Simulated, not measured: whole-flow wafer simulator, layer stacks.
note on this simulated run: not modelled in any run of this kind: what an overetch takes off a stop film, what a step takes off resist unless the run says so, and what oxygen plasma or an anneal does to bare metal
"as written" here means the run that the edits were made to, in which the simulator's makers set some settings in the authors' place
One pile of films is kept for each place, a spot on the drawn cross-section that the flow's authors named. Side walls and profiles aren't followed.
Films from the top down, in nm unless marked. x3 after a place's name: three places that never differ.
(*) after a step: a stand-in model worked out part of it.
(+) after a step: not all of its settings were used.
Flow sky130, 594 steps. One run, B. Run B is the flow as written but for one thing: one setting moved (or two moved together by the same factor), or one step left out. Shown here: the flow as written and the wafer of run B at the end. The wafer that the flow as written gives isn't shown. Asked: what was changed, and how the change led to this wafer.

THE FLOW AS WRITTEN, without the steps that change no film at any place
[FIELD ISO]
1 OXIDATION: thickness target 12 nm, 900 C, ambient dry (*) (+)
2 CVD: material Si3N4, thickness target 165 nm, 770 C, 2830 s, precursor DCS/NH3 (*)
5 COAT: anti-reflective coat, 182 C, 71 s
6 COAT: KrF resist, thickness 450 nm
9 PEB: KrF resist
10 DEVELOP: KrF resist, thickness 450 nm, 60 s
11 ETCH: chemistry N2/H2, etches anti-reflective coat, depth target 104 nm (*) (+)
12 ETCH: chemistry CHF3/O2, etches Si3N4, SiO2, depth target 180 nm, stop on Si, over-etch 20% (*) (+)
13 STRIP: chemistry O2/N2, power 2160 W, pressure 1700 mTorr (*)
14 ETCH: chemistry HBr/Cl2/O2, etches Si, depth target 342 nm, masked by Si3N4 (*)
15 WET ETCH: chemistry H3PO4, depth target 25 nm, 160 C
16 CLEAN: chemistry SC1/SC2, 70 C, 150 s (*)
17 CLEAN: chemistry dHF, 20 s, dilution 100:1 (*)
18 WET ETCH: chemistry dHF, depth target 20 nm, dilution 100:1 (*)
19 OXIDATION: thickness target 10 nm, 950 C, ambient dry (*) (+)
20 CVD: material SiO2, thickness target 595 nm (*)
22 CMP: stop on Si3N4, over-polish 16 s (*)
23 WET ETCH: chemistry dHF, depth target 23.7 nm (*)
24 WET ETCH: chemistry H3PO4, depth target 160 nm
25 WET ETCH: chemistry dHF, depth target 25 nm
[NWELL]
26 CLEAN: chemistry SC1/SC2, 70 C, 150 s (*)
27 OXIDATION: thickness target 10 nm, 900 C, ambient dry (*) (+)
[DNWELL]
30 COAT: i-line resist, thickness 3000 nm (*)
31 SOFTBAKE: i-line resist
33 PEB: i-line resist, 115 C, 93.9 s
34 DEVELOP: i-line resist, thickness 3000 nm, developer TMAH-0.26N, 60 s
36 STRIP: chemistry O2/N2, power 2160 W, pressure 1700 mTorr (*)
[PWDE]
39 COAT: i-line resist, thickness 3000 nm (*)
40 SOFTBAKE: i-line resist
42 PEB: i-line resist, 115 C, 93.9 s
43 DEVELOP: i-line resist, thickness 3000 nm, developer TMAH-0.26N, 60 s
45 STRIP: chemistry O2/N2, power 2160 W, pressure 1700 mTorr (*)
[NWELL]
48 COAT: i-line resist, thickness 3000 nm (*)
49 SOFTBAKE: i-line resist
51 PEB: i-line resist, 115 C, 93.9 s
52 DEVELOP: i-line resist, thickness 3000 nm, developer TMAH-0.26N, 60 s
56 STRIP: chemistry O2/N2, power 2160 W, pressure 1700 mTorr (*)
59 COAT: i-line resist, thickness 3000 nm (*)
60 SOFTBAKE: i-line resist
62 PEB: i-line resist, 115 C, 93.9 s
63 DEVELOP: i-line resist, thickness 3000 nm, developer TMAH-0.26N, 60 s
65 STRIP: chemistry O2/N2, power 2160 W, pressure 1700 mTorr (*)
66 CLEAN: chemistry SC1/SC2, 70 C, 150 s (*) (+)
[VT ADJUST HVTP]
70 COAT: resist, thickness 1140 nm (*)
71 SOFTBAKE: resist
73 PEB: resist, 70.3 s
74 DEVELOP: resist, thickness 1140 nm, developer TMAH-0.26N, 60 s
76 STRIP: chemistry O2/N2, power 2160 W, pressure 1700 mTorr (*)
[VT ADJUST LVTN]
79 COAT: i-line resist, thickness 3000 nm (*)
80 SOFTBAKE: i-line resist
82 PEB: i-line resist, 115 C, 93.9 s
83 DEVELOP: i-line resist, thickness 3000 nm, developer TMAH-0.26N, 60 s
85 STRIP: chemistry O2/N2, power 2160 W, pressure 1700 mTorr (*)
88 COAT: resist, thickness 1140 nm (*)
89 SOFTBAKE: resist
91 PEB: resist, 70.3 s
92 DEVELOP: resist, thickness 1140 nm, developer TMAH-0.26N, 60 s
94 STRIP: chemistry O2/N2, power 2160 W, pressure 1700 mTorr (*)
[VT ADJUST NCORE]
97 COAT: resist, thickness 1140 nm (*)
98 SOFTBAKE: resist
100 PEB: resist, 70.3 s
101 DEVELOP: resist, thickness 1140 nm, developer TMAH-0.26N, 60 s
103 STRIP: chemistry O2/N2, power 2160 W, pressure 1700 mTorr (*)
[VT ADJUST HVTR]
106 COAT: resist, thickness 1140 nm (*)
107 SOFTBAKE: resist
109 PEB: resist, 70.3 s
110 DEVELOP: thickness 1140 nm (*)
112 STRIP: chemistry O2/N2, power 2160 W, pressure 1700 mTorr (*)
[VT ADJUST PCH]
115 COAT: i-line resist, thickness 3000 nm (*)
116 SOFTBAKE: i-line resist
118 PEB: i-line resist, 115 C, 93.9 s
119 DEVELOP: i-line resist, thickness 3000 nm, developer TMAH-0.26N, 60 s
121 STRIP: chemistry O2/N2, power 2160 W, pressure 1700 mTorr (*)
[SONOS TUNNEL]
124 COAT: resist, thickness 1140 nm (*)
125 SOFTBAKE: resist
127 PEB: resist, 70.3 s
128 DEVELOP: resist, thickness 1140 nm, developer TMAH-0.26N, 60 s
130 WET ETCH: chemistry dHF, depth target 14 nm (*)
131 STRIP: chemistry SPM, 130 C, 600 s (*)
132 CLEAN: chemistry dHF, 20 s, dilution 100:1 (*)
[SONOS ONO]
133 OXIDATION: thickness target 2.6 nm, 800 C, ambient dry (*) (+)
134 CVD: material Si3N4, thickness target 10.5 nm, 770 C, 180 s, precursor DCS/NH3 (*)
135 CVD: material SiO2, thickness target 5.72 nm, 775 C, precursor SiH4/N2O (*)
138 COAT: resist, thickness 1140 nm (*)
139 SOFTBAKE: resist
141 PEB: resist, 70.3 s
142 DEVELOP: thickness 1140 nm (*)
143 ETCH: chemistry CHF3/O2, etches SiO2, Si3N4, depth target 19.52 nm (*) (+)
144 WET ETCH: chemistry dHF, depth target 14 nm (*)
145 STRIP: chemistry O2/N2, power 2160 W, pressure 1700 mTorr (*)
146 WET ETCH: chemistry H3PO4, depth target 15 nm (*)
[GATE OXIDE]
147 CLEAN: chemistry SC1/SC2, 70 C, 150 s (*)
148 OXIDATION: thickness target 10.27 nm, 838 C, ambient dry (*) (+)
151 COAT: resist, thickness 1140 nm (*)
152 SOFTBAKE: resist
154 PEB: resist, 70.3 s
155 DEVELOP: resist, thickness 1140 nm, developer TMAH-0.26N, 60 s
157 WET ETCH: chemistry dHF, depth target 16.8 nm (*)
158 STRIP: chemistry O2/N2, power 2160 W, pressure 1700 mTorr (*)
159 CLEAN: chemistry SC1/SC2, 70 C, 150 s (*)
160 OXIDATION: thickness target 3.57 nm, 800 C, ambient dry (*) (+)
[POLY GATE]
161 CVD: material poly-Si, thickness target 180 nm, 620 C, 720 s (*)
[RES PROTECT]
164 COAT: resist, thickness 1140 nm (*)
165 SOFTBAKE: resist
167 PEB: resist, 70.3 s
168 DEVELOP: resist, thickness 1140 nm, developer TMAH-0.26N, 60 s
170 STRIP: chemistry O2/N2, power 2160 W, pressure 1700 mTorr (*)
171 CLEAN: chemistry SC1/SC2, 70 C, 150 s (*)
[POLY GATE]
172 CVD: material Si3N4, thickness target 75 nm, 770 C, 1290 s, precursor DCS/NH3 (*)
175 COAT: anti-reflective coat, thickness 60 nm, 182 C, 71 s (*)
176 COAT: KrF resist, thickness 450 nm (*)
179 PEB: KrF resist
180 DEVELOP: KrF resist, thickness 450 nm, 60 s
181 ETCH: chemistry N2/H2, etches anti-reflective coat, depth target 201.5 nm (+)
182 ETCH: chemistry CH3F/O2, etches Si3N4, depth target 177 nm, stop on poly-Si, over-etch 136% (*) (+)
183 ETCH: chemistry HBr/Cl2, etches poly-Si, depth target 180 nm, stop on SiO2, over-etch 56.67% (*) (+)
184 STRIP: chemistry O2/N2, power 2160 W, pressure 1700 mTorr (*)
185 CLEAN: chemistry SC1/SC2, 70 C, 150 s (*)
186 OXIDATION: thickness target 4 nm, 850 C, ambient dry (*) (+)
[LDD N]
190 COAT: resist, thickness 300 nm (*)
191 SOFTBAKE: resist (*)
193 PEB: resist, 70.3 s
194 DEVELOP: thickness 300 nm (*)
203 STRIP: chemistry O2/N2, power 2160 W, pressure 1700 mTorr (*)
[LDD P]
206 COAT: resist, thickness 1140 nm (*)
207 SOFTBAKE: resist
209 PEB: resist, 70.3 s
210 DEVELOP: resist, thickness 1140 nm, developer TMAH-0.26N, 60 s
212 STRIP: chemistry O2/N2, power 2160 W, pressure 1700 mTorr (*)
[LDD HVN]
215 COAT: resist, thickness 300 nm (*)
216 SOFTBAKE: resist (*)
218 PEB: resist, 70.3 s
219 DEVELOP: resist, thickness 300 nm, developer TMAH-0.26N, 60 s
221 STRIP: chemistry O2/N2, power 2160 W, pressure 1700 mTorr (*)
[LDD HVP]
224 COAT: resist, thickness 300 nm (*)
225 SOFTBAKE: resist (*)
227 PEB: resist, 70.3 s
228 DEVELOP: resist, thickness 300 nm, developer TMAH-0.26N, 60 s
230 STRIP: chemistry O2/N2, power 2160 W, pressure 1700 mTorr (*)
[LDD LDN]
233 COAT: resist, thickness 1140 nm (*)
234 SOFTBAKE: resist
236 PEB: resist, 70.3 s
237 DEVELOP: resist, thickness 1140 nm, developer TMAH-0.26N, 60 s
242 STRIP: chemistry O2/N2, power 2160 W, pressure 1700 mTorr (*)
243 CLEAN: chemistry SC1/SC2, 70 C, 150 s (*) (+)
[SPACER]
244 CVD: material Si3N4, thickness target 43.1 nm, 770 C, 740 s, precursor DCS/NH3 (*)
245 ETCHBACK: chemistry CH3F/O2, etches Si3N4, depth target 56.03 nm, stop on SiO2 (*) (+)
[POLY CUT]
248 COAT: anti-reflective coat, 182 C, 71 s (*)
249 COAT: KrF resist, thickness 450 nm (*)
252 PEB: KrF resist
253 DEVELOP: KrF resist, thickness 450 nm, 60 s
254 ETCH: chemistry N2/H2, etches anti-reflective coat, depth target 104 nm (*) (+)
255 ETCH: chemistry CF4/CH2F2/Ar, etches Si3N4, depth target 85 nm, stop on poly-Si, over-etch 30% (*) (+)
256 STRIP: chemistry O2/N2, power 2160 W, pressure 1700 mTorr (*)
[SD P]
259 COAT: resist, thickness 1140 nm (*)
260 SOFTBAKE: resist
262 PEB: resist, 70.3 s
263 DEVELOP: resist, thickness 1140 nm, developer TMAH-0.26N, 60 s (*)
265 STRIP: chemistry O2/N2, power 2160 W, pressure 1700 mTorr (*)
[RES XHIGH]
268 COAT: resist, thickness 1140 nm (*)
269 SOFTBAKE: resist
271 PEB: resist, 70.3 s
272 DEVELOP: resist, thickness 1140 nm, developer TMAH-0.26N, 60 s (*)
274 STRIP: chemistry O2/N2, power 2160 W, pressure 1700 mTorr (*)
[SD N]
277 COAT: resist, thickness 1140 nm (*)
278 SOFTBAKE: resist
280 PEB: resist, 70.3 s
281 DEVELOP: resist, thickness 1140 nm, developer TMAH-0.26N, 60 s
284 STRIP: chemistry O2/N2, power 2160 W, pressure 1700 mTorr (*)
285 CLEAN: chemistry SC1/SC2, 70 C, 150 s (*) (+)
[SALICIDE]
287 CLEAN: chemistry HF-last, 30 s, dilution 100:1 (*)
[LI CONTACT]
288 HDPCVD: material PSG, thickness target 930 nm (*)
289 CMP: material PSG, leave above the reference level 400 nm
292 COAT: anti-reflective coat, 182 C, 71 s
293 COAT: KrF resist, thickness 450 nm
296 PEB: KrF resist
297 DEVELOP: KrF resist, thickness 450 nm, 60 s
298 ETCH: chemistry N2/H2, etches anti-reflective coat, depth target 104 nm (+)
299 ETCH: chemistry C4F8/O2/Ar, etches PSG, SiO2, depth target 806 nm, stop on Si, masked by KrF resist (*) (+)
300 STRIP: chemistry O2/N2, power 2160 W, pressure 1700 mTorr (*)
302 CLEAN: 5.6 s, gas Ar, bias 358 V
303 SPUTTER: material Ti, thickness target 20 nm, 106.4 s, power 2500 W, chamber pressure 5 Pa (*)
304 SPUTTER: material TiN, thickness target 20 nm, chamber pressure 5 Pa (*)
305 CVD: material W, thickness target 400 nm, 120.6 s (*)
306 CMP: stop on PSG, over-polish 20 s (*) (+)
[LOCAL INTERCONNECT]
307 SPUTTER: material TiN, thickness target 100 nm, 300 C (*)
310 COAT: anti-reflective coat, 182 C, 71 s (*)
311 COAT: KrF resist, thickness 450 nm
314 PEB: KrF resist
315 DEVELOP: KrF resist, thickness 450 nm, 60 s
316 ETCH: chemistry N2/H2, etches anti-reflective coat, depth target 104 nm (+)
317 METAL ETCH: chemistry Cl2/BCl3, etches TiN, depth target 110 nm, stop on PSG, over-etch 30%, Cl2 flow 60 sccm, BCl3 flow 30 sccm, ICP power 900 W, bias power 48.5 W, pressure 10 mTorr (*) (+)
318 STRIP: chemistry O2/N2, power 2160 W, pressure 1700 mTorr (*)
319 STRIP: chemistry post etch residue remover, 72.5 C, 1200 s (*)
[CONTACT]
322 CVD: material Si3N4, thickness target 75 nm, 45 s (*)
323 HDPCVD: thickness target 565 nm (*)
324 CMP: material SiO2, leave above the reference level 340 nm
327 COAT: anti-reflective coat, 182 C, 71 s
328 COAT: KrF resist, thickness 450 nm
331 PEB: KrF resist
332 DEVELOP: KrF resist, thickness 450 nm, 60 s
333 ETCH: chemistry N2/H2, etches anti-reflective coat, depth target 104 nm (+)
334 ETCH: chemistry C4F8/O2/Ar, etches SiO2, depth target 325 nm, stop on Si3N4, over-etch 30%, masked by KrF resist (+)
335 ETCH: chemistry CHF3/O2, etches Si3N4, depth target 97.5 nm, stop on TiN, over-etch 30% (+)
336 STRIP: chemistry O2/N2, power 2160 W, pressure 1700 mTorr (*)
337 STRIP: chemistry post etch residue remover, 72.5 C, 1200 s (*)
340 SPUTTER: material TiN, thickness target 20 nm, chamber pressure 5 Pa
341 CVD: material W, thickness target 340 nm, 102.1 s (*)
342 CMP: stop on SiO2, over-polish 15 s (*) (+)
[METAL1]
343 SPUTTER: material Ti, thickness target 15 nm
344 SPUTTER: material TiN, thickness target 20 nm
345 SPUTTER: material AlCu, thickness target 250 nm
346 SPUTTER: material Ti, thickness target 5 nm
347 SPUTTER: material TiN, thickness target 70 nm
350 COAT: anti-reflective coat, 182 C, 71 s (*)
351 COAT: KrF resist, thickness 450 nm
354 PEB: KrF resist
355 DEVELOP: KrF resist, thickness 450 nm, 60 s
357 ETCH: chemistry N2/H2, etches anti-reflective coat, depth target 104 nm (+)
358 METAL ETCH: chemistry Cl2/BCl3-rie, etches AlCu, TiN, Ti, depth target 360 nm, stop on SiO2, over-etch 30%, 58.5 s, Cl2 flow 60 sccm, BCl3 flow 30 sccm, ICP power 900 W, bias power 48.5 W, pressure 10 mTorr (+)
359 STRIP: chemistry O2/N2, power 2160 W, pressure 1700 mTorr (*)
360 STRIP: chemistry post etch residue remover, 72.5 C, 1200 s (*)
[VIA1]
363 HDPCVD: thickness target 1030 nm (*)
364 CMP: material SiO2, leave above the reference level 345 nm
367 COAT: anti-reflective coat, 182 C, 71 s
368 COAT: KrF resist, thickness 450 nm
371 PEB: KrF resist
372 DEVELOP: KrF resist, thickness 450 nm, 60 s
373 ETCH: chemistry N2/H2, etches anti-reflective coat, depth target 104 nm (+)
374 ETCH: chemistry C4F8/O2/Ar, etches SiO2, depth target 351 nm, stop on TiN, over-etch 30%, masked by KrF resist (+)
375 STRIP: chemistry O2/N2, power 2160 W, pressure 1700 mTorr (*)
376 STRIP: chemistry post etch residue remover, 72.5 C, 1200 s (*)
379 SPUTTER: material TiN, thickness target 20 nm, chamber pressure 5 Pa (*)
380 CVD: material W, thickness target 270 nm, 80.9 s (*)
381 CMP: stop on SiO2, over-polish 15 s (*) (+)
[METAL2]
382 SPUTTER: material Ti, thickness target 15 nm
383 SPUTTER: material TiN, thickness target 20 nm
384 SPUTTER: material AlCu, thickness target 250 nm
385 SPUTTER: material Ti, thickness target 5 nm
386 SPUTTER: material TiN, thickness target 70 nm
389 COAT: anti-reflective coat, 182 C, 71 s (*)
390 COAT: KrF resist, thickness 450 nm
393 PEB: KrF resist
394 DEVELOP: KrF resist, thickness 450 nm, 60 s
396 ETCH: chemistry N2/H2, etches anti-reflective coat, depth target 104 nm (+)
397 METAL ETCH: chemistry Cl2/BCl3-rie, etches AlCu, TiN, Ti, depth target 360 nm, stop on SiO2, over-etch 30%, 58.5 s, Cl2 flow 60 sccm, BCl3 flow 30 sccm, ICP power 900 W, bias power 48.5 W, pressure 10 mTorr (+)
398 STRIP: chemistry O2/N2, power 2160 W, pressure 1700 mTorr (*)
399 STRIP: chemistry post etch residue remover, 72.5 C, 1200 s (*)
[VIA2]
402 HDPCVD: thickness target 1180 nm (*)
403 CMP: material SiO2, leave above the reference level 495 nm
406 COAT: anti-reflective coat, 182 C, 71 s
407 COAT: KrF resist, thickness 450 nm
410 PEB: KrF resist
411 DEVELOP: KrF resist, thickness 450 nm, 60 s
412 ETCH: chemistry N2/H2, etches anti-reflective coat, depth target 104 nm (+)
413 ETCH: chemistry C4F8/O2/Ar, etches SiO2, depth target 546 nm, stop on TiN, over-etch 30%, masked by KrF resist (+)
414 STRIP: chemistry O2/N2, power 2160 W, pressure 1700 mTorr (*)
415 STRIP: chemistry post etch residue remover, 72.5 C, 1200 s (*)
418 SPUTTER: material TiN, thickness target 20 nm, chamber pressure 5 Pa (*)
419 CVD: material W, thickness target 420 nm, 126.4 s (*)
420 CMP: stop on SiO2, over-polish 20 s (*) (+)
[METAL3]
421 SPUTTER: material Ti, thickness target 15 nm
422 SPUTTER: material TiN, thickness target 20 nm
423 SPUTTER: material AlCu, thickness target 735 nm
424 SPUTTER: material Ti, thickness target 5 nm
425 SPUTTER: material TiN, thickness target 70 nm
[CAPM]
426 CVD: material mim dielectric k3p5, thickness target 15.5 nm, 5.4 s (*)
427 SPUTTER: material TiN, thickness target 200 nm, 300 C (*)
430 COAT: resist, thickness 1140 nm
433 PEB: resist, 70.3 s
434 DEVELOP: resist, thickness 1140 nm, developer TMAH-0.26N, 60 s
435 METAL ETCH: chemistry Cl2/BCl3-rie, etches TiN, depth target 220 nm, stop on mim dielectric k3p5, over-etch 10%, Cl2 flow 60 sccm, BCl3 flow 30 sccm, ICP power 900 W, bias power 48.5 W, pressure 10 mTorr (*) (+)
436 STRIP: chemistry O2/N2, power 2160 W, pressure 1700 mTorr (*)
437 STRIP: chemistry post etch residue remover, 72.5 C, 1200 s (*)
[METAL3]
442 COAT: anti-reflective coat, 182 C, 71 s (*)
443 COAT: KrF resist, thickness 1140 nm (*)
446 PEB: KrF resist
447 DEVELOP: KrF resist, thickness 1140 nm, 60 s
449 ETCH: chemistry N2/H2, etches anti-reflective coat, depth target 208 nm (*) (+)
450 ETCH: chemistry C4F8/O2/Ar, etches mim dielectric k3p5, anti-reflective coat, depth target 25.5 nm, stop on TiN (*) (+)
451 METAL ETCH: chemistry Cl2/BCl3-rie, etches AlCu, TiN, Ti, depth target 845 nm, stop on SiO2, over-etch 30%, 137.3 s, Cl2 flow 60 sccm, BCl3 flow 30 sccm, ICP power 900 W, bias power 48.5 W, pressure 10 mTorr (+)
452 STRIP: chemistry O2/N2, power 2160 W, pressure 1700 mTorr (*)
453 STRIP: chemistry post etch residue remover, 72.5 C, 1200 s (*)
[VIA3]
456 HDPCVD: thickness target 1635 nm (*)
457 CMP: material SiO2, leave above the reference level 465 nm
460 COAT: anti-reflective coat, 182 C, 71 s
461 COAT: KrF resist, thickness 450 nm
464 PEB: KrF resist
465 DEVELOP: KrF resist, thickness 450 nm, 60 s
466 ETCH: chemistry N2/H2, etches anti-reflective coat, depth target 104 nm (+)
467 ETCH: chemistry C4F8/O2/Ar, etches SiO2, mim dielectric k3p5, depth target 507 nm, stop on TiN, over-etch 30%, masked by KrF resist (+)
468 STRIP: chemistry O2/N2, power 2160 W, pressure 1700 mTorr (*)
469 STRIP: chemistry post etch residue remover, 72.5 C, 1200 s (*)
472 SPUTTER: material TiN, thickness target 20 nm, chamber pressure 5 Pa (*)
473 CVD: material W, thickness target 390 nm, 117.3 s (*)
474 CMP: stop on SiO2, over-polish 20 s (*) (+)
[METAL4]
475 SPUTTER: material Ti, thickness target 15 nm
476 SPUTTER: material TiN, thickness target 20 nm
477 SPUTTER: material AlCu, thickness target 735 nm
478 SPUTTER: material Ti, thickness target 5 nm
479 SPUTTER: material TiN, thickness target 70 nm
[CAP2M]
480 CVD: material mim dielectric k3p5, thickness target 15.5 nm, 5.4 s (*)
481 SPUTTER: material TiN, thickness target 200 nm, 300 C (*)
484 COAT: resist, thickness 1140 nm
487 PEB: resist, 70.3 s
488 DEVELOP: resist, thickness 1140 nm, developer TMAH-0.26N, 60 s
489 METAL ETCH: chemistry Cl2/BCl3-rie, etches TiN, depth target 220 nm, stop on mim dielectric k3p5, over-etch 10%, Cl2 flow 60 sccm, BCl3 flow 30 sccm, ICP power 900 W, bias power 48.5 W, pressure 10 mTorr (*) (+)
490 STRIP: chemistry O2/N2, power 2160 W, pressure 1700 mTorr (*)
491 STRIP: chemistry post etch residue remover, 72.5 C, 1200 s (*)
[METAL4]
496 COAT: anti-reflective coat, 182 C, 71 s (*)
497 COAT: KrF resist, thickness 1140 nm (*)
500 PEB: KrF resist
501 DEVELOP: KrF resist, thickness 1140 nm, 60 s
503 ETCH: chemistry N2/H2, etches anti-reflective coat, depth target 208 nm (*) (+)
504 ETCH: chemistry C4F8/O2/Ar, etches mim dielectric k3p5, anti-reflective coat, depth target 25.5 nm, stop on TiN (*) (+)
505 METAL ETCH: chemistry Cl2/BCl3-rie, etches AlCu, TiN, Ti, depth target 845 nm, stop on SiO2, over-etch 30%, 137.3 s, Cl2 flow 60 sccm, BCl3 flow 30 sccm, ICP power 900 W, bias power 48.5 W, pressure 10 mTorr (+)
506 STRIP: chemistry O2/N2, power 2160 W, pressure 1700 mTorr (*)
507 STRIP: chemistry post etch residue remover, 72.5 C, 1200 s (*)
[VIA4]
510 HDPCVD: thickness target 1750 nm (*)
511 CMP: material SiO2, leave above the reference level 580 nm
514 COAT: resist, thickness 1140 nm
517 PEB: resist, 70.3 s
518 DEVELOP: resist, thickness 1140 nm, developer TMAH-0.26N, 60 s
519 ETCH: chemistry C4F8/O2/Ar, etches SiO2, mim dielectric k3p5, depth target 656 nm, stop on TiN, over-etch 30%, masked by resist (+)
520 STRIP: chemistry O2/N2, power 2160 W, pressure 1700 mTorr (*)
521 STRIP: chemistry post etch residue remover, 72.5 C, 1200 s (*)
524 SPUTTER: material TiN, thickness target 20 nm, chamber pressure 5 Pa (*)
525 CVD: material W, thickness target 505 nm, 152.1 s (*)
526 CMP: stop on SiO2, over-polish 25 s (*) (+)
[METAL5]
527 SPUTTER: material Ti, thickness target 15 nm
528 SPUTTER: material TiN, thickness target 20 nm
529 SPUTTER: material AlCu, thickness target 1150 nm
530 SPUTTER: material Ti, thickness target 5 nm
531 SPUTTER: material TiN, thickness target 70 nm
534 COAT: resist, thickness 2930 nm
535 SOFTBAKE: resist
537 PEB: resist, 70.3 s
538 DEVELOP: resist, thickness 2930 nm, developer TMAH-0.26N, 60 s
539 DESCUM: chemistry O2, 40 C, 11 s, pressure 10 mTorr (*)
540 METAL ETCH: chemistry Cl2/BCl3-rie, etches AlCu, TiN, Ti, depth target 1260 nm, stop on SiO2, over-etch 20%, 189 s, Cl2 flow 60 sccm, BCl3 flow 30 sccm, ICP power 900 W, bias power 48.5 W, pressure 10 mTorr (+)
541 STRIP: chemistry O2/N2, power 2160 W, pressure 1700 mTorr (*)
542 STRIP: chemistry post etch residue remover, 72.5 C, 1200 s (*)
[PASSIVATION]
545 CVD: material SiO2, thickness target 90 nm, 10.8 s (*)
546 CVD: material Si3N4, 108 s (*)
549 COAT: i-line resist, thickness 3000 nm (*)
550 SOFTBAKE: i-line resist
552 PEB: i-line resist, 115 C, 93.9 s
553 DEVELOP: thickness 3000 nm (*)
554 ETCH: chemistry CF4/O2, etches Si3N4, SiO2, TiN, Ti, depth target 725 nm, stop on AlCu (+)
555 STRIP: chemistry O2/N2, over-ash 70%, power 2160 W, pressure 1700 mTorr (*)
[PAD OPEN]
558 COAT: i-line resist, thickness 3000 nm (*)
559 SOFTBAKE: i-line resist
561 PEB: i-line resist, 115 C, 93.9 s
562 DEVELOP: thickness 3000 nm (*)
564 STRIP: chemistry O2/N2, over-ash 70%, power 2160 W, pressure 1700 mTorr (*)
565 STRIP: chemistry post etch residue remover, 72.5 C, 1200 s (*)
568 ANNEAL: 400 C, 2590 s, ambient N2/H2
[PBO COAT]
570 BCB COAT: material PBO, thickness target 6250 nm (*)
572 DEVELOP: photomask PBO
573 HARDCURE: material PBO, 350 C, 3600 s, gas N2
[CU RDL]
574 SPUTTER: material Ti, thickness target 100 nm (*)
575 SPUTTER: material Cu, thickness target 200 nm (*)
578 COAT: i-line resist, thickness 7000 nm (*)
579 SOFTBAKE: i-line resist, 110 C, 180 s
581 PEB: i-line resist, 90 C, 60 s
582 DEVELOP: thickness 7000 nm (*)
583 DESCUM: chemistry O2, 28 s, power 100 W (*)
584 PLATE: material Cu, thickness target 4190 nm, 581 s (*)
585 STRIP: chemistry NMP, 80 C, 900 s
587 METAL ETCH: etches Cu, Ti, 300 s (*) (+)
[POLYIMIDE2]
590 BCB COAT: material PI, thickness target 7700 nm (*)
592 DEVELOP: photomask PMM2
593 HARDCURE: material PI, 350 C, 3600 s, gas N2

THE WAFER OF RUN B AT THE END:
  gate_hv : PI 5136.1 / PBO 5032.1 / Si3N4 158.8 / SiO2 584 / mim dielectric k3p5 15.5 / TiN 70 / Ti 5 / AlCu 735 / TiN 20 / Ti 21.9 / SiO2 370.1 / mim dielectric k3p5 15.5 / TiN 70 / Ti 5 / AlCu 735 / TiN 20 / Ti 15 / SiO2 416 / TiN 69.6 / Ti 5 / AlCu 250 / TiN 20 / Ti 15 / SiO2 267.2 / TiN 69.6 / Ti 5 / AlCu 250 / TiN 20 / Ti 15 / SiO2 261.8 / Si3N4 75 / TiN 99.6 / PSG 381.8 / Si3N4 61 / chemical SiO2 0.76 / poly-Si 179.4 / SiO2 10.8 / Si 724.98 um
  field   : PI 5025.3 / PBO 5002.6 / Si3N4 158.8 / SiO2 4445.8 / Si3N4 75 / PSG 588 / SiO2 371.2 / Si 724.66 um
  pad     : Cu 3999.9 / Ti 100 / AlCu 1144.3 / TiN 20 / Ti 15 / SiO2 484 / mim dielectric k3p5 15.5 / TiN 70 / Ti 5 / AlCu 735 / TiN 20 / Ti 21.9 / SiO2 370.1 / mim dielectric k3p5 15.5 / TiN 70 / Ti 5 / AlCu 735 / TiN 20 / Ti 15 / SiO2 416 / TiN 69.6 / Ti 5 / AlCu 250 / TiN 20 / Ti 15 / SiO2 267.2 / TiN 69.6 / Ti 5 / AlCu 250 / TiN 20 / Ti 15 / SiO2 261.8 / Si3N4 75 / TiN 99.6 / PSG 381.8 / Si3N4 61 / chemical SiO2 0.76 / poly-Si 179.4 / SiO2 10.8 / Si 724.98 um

The cause: step 475, SPUTTER: thickness target 21.9 nm was run, where the flow has thickness target 15 nm.
It can be read off the wafer: gate_hv has Ti 21.9, and step 475 as written asks for 15 nm.

How the change led to this, step by step:
  475 SPUTTER: material Ti, thickness target 15 nm
      field, active, n_well and 189 more: Ti +21.9 (new film) (as written it would be: Ti +15 (new film))
  505 METAL ETCH: chemistry Cl2/BCl3-rie, etches AlCu, TiN, Ti, depth target 845 nm, stop on SiO2, over-etch 30%, 137.3 s, Cl2 flow 60 sccm, BCl3 flow 30 sccm, ICP power 900 W, bias power 48.5 W, pressure 10 mTorr (+)
      field, gate, spacer and 68 more: TiN -70 (all of it), Ti -5 (all of it), AlCu -735 (all of it), TiN -20 (all of it), Ti -21.9 (all of it), SiO2 -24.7 (as written it would be: TiN -70 (all of it), Ti -5 (all of it), AlCu -735 (all of it), TiN -20 (all of it), Ti -15 (all of it), SiO2 -25.4)
      active, vpp_iso1, mim_edge_plate and 14 more: TiN -70 (all of it), Ti -5 (all of it), AlCu -735 (all of it), TiN -20 (all of it), Ti -21.9 (all of it), SiO2 -24.7 (as written it would be: TiN -70 (all of it), Ti -5 (all of it), AlCu -735 (all of it), TiN -20 (all of it), Ti -15 (all of it), SiO2 -25.3)
